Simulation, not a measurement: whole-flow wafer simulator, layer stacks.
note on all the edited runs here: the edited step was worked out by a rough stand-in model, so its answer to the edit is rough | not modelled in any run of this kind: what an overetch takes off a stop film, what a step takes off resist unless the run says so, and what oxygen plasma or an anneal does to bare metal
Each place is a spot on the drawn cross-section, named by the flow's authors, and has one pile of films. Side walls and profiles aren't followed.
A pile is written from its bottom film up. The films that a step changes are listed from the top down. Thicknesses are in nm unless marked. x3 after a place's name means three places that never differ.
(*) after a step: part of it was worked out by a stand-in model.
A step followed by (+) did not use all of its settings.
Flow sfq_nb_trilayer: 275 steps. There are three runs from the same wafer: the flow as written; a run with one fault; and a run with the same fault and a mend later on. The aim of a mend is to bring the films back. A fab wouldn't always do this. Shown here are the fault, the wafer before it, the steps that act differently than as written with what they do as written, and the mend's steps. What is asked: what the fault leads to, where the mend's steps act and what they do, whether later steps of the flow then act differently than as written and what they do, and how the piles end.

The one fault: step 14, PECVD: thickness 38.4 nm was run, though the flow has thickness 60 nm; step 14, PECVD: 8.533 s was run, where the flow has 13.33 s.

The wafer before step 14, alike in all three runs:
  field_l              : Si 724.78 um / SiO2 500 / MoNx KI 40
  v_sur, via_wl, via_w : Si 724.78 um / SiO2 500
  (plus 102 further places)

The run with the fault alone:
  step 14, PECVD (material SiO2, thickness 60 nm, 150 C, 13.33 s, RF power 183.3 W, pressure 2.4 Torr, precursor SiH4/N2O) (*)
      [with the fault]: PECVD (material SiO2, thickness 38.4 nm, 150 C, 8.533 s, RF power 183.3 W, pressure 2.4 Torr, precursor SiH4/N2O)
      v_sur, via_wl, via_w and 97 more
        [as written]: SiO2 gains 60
        [with the fault]: SiO2 gains 38.4
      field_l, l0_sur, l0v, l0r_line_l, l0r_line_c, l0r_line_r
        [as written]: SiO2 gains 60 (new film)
        [with the fault]: SiO2 gains 38.4 (new film)
  Later steps of the flow acting differently than as written (not shown: 10 more steps that differ only slightly, by at most 2% or 0.5 nm, whichever is larger):
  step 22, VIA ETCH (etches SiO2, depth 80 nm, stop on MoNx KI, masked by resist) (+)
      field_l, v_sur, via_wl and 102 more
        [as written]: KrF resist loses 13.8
        [with the fault]: KrF resist loses 9.89
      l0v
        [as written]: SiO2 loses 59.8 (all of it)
        [with the fault]: SiO2 loses 38.2 (all of it)
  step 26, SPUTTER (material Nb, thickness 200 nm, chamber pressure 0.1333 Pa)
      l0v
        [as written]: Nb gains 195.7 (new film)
        [with the fault]: Nb gains 200 (new film)
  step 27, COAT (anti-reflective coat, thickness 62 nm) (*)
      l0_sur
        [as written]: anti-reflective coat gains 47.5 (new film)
        [with the fault]: anti-reflective coat gains 49.9 (new film)
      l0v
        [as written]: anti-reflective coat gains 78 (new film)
        [with the fault]: anti-reflective coat gains 71.1 (new film)
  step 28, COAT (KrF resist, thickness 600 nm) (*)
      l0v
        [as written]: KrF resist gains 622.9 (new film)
        [with the fault]: KrF resist gains 609.1 (new film)
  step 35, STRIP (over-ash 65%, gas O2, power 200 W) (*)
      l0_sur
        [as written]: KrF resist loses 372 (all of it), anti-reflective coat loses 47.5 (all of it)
        [with the fault]: KrF resist loses 373.4 (all of it), anti-reflective coat loses 49.9 (all of it)
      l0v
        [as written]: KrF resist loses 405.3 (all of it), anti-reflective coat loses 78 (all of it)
        [with the fault]: KrF resist loses 391.5 (all of it), anti-reflective coat loses 71.1 (all of it)
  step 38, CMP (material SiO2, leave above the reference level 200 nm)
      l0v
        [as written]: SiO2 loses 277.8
        [with the fault]: SiO2 loses 303.7
  The piles end different from the flow's at field_l, v_sur, via_wl and 100 more by more than 2% or 0.5 nm, whichever is larger.
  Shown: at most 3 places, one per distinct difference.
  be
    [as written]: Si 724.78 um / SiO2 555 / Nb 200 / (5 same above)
    [with the fault]: Si 724.78 um / SiO2 533.4 / Nb 200 / (5 same above)
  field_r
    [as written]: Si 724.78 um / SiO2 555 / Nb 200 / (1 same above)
    [with the fault]: Si 724.78 um / SiO2 533.4 / Nb 200 / (1 same above)
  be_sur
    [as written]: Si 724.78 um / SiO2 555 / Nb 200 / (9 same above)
    [with the fault]: Si 724.78 um / SiO2 533.4 / Nb 200 / (9 same above)

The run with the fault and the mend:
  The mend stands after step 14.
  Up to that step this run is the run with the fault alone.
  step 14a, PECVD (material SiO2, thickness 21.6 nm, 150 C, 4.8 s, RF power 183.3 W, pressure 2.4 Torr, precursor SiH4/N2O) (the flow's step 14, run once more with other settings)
      field_l, v_sur, via_wl and 103 more
        SiO2 gains 21.6
  Every later step of the flow that is run acts as written, at every place that is followed, to within 2% or 0.5 nm, whichever is larger.
  The piles end the same as the flow's at every place that both follow.
